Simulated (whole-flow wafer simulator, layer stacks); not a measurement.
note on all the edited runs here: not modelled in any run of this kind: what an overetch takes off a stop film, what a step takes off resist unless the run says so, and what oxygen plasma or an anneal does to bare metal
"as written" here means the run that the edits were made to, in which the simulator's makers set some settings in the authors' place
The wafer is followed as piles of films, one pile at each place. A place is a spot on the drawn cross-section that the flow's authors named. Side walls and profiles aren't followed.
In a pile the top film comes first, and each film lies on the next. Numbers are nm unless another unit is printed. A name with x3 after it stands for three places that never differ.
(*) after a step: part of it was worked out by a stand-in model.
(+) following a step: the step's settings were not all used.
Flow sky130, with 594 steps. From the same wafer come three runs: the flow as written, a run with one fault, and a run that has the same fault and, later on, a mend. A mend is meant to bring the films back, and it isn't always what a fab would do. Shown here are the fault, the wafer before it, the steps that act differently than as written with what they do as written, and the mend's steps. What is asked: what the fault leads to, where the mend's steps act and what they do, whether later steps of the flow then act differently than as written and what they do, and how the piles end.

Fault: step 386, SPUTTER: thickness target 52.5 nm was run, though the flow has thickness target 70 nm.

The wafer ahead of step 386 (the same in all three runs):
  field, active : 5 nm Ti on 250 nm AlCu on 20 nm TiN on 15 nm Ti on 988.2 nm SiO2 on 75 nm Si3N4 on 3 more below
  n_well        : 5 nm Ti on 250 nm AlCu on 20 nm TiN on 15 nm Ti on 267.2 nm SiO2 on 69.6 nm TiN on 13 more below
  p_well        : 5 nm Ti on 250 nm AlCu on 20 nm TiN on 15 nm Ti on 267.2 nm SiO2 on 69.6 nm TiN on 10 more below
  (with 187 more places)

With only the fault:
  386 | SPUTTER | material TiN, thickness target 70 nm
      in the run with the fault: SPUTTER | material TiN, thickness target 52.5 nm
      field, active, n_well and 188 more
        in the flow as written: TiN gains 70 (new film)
        in the run with the fault: TiN gains 52.5 (new film)
  Later steps of the flow acting differently than as written (not shown: 2 more steps that differ only slightly, by at most 2% or 0.5 nm, whichever is larger):
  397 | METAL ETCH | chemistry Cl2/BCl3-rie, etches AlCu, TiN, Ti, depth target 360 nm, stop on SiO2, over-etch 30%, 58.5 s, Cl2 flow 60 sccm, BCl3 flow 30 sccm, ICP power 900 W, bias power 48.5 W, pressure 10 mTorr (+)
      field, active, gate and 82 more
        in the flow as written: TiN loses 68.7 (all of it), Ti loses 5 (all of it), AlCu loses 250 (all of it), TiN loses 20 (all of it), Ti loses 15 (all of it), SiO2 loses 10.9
        in the run with the fault: TiN loses 51.2 (all of it), Ti loses 5 (all of it), AlCu loses 250 (all of it), TiN loses 20 (all of it), Ti loses 15 (all of it), SiO2 loses 12.7
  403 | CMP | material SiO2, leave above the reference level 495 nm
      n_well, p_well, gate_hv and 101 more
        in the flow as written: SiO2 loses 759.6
        in the run with the fault: SiO2 loses 742.1
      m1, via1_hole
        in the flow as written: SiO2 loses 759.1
        in the run with the fault: SiO2 loses 741.6
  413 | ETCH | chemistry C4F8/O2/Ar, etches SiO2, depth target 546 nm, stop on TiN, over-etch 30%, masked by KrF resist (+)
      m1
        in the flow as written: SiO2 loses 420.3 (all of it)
        in the run with the fault: SiO2 loses 437.8 (all of it)
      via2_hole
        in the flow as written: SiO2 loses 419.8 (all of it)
        in the run with the fault: SiO2 loses 437.3 (all of it)
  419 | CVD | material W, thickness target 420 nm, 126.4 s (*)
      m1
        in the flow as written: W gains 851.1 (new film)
        in the run with the fault: W gains 868.9 (new film)
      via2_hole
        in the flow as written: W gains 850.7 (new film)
        in the run with the fault: W gains 868.4 (new film)
  At n_well, p_well, gate_hv and 103 more, the piles at the end differ from the flow's by more than 2% or 0.5 nm, whichever is larger.
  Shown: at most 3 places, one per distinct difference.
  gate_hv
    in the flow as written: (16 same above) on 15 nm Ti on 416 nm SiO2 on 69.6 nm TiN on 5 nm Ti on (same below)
    in the run with the fault: (16 same above) on 15 nm Ti on 433.5 nm SiO2 on 52.1 nm TiN on 5 nm Ti on (same below)
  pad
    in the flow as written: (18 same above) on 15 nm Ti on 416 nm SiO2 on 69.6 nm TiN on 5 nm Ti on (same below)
    in the run with the fault: (18 same above) on 15 nm Ti on 433.5 nm SiO2 on 52.1 nm TiN on 5 nm Ti on (same below)
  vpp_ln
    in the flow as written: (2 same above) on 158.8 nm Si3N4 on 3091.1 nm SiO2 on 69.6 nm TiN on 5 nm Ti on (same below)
    in the run with the fault: (2 same above) on 158.8 nm Si3N4 on 3108.6 nm SiO2 on 52.1 nm TiN on 5 nm Ti on (same below)

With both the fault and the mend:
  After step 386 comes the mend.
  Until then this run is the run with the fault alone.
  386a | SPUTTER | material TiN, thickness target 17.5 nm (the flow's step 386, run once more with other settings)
      field, active, n_well and 188 more
        TiN gains 17.5
  Later steps of the flow that are run all act as written at every place that is followed.
  The piles end the same as the flow's at every place that both follow.
